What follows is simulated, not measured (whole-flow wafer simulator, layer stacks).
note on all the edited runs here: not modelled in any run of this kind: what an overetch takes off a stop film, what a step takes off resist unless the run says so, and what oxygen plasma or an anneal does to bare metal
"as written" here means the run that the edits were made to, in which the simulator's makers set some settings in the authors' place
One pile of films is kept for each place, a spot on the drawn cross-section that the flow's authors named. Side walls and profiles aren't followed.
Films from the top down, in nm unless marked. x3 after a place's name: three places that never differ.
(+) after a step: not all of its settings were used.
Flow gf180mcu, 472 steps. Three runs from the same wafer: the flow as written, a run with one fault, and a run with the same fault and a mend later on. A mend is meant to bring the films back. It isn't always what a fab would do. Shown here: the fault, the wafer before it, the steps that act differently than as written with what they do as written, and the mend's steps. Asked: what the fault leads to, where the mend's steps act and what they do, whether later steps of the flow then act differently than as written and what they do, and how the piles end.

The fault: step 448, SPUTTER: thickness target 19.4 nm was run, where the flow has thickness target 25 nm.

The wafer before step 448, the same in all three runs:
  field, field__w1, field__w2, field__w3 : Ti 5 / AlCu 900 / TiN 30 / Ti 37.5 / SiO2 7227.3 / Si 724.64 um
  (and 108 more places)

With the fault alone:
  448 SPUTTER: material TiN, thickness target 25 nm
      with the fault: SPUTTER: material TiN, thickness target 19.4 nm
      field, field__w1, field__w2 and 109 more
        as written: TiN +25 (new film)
        with the fault: TiN +19.4 (new film)
  Later steps of the flow that act differently than as written (5 more steps differ only slightly, by at most 2% or 0.5 nm, whichever is larger, and aren't shown):
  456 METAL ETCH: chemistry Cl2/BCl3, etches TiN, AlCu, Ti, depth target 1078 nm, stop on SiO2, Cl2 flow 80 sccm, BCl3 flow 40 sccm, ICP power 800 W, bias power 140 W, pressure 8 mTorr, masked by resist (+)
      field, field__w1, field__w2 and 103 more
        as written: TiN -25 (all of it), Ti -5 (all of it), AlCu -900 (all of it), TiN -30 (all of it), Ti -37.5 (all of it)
        with the fault: TiN -19.4 (all of it), Ti -5 (all of it), AlCu -900 (all of it), TiN -30 (all of it), Ti -37.5 (all of it)
  At the end the piles differ from the flow's by more than 2% or 0.5 nm, whichever is larger, at field__w8, contact, m1, m1__w1, pad, m1_nw.
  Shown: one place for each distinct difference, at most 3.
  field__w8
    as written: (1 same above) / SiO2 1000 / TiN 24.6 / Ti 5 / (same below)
    with the fault: (1 same above) / SiO2 1000 / TiN 19 / Ti 5 / (same below)
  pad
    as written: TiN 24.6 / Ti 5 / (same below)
    with the fault: TiN 19 / Ti 5 / (same below)

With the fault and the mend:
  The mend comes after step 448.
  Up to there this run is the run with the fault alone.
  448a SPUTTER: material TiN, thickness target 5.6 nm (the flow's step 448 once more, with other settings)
      field, field__w1, field__w2 and 109 more
        TiN +5.6
  No later step of the flow acts differently than as written at any place that is followed.
  At the end the piles are the same as the flow's at every place that both follow.
